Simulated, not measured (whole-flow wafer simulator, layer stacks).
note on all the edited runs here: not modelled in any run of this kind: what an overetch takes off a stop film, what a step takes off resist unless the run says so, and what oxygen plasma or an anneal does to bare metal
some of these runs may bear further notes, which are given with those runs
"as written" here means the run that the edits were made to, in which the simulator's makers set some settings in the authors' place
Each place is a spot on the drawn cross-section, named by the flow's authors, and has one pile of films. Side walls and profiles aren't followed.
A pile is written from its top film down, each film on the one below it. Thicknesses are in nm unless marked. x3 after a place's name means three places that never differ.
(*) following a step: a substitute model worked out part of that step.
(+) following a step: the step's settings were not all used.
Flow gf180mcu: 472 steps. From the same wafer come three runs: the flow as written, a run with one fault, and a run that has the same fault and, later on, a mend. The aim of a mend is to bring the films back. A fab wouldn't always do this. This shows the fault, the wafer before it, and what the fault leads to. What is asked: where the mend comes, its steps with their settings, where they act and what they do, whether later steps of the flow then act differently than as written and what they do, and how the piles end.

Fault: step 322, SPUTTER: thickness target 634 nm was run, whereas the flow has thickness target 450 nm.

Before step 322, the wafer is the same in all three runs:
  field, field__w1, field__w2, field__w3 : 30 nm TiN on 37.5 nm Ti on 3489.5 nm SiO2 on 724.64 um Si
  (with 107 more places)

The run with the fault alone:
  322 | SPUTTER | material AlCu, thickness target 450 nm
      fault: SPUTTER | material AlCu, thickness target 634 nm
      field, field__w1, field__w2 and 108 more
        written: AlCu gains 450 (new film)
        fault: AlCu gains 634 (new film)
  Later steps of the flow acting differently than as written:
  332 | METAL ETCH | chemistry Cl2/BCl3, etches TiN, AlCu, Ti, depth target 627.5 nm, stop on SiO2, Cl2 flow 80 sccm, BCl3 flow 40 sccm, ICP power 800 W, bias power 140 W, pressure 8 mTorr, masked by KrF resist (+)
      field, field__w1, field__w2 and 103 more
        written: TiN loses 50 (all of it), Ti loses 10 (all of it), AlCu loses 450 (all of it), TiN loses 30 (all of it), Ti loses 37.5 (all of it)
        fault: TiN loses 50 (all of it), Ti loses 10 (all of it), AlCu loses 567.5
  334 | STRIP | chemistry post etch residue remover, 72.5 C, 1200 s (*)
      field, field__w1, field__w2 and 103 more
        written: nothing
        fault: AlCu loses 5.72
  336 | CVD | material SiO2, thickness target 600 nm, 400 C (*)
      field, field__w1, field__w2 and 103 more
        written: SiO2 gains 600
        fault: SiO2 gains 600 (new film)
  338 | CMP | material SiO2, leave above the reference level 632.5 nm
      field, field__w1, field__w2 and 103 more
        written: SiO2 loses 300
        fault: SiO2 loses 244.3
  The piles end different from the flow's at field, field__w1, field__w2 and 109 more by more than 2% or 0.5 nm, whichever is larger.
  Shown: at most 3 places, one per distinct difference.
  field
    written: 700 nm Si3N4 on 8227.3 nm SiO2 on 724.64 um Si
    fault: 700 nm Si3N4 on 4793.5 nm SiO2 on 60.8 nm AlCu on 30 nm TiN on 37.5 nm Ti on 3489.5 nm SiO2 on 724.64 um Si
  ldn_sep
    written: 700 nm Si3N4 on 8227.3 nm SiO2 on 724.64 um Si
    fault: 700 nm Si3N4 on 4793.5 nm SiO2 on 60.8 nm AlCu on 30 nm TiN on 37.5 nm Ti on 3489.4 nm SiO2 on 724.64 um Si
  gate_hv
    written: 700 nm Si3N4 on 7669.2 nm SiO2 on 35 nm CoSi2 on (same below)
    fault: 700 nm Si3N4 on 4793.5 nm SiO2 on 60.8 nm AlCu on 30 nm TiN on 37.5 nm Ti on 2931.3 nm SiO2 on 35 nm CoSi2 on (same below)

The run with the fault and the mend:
  The mend stands after step 322.
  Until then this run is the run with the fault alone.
  322a | METAL ETCH | chemistry Cl2/BCl3, etches TiN, AlCu, Ti, depth target 184 nm, Cl2 flow 80 sccm, BCl3 flow 40 sccm, ICP power 800 W, bias power 140 W, pressure 8 mTorr (the flow's step 260 again, with other settings)
      field, field__w1, field__w2 and 108 more
        AlCu loses 184
  None of the later steps of the flow acts differently than as written at any place that is followed.
  The piles end the same as the flow's at every place that both follow.
